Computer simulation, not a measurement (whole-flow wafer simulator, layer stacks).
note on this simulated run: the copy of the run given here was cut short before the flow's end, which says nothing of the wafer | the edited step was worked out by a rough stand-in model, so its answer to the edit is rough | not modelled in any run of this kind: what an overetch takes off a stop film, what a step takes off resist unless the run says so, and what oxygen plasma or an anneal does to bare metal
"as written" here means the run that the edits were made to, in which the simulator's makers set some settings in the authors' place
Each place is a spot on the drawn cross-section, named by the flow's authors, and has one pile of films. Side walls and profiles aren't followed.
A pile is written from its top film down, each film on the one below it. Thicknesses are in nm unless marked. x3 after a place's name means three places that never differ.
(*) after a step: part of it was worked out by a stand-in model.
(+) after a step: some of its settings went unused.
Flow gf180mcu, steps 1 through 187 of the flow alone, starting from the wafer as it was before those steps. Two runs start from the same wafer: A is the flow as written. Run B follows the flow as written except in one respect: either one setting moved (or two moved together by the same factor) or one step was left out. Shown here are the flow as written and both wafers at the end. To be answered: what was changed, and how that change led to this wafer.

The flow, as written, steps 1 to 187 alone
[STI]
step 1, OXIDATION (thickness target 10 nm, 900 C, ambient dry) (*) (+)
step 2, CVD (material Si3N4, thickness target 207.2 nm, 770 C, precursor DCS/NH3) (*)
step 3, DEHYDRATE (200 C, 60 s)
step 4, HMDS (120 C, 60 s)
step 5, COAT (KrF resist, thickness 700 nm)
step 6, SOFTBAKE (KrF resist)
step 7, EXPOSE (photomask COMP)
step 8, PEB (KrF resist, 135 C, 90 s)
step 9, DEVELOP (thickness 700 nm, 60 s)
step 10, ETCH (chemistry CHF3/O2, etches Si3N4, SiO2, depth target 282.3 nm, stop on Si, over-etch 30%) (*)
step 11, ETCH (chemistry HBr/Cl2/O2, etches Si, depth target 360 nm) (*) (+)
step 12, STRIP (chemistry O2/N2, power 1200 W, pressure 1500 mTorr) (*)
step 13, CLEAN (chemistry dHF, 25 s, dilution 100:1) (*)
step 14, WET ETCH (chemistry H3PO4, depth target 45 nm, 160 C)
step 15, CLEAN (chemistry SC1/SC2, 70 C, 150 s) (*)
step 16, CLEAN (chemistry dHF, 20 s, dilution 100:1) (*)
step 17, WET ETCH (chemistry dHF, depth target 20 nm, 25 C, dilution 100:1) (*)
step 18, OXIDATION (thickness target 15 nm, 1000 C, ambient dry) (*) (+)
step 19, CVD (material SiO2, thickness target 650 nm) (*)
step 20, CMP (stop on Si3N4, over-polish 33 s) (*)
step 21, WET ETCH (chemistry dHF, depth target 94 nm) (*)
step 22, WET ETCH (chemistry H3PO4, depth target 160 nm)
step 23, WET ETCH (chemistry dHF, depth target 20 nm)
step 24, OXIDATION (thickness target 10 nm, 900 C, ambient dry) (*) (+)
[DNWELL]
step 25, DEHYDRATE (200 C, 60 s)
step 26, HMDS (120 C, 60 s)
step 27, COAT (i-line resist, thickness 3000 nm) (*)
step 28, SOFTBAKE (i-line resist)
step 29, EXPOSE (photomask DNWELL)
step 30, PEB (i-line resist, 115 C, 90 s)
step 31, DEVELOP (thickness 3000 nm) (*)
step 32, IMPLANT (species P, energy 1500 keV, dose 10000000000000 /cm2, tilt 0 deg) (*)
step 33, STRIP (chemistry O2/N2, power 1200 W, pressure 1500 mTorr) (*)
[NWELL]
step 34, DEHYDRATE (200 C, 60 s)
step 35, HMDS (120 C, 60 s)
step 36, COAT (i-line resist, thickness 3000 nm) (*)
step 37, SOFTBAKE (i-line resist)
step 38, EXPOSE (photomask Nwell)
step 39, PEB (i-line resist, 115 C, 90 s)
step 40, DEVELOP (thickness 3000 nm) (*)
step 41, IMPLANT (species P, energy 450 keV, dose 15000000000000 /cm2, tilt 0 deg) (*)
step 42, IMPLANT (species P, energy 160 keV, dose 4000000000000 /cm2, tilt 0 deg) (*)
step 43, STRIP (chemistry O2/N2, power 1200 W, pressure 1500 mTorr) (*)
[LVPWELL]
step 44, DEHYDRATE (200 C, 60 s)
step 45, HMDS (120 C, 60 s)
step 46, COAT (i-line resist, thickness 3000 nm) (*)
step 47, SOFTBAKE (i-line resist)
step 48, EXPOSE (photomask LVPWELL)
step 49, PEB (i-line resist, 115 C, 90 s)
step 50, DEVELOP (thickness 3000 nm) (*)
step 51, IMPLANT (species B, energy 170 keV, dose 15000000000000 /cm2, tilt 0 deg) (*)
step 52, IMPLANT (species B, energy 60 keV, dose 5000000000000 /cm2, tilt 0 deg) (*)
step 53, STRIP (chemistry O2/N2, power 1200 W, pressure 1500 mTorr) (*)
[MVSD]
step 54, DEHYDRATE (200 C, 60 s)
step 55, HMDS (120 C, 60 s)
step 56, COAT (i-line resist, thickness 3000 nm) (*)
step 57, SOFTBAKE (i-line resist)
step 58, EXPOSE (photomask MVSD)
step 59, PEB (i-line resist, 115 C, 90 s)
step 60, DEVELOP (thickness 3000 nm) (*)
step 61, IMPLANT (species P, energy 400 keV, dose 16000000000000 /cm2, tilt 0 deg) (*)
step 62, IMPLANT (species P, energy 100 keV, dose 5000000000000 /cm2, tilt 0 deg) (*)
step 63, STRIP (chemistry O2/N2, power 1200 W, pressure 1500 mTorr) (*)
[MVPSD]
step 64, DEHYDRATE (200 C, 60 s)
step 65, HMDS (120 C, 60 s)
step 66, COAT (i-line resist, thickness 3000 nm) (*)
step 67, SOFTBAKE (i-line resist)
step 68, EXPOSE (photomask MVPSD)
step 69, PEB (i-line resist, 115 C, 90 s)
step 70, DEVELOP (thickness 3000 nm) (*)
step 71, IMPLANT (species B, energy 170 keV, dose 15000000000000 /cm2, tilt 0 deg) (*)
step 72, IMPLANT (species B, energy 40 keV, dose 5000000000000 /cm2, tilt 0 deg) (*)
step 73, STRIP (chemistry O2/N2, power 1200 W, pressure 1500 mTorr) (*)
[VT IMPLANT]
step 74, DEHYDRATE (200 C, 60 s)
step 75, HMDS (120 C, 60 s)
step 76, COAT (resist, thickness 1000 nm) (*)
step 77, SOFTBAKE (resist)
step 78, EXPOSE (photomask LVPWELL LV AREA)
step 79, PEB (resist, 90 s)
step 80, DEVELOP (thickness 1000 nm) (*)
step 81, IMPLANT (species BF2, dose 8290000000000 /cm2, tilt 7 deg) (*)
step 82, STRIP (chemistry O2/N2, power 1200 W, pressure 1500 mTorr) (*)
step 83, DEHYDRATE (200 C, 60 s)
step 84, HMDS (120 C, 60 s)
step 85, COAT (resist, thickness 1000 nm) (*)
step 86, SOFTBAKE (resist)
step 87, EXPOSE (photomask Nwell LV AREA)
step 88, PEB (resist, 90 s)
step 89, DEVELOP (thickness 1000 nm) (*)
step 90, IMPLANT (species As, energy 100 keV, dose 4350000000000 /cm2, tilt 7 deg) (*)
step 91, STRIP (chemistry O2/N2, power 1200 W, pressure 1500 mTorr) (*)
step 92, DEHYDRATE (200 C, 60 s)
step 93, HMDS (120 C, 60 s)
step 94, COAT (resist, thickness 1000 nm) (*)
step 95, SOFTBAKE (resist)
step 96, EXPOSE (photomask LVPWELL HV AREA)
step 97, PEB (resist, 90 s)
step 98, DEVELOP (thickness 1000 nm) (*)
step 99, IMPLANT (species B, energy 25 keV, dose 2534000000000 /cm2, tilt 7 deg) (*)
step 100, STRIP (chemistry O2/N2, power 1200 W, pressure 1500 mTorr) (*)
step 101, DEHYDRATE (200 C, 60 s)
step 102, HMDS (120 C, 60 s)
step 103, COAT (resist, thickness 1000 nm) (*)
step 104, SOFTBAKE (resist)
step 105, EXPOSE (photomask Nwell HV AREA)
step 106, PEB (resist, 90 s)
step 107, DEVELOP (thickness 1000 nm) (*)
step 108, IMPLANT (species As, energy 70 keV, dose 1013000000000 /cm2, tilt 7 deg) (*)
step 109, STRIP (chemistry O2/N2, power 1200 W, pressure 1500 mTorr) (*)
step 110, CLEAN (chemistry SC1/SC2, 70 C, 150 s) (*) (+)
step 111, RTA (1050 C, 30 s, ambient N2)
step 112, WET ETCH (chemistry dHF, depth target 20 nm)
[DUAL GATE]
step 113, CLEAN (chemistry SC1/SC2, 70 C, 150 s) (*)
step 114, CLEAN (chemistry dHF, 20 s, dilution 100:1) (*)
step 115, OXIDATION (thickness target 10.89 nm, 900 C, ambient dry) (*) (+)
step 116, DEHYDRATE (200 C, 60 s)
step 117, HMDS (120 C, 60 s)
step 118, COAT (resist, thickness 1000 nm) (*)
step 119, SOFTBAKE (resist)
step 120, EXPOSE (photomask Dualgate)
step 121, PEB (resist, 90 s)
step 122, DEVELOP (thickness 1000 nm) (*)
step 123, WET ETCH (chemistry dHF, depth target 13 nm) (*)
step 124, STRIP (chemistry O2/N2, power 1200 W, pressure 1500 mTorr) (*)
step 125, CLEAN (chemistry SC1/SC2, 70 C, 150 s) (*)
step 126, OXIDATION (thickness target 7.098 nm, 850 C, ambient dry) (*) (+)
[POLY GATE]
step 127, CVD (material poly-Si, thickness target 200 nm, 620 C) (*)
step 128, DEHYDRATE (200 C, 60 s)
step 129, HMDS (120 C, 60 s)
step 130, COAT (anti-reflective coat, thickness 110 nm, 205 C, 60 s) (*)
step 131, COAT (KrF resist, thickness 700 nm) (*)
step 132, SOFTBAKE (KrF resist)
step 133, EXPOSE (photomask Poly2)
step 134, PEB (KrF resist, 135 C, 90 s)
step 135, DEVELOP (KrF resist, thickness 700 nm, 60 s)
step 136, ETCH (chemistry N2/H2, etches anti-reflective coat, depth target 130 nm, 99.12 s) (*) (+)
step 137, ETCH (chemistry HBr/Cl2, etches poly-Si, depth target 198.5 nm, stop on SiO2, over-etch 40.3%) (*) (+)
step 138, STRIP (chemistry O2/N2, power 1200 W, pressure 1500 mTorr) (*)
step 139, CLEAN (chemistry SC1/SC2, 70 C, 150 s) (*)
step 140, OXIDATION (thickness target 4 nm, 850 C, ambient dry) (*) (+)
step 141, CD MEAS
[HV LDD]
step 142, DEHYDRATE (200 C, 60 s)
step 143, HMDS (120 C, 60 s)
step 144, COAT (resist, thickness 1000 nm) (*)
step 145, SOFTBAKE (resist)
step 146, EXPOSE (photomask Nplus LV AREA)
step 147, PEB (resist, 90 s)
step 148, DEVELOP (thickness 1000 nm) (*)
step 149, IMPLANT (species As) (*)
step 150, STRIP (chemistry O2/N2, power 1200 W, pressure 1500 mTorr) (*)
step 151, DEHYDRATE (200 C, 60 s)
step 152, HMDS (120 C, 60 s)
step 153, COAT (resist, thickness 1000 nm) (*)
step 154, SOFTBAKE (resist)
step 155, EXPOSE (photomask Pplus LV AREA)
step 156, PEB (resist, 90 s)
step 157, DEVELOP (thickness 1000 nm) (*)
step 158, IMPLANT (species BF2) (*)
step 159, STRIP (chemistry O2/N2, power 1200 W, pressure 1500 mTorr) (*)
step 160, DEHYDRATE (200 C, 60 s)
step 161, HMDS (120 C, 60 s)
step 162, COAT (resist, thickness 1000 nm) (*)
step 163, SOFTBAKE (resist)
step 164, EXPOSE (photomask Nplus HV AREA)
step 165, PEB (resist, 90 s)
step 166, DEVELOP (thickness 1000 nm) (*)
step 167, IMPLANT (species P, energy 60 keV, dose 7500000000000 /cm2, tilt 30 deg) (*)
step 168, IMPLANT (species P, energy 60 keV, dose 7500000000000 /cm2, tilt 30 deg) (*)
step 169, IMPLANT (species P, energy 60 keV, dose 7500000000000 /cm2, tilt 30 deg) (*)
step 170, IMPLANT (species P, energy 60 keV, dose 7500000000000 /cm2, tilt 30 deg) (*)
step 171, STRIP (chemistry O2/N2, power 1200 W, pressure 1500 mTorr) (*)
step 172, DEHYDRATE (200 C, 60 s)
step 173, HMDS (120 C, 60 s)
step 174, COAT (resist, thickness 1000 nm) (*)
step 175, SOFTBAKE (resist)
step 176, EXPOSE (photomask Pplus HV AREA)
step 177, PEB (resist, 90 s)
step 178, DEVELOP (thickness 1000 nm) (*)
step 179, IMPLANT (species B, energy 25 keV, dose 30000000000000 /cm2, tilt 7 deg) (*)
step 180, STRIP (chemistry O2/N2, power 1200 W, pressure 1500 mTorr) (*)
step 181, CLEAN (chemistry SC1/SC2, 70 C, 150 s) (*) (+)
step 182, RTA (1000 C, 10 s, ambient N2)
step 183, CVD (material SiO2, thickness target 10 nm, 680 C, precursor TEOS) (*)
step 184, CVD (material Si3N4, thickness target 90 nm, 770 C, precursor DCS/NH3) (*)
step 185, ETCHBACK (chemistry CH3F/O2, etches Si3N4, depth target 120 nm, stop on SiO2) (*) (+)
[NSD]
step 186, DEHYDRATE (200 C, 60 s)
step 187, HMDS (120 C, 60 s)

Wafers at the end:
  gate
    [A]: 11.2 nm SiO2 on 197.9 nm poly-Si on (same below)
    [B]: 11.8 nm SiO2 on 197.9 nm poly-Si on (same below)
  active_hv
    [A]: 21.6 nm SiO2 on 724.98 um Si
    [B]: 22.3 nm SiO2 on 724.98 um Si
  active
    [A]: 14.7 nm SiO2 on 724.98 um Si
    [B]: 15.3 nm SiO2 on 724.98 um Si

Cause: step 184, CVD: thickness target 97.4 nm was run, whereas the flow has thickness target 90 nm.

Step by step, how the change led to this:
  step 184, CVD (material Si3N4, thickness target 90 nm, 770 C, precursor DCS/NH3) (*)
      field, field__w1, field__w2 and 101 more: A +90 Si3N4 (new film) | B +97.4 Si3N4 (new film)
  step 185, ETCHBACK (chemistry CH3F/O2, etches Si3N4, depth target 120 nm, stop on SiO2) (*) (+)
      field, field__w1, field__w2 and 100 more: A -90 Si3N4 (all of it), -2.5 SiO2 | B -97.4 Si3N4 (all of it), -1.88 SiO2
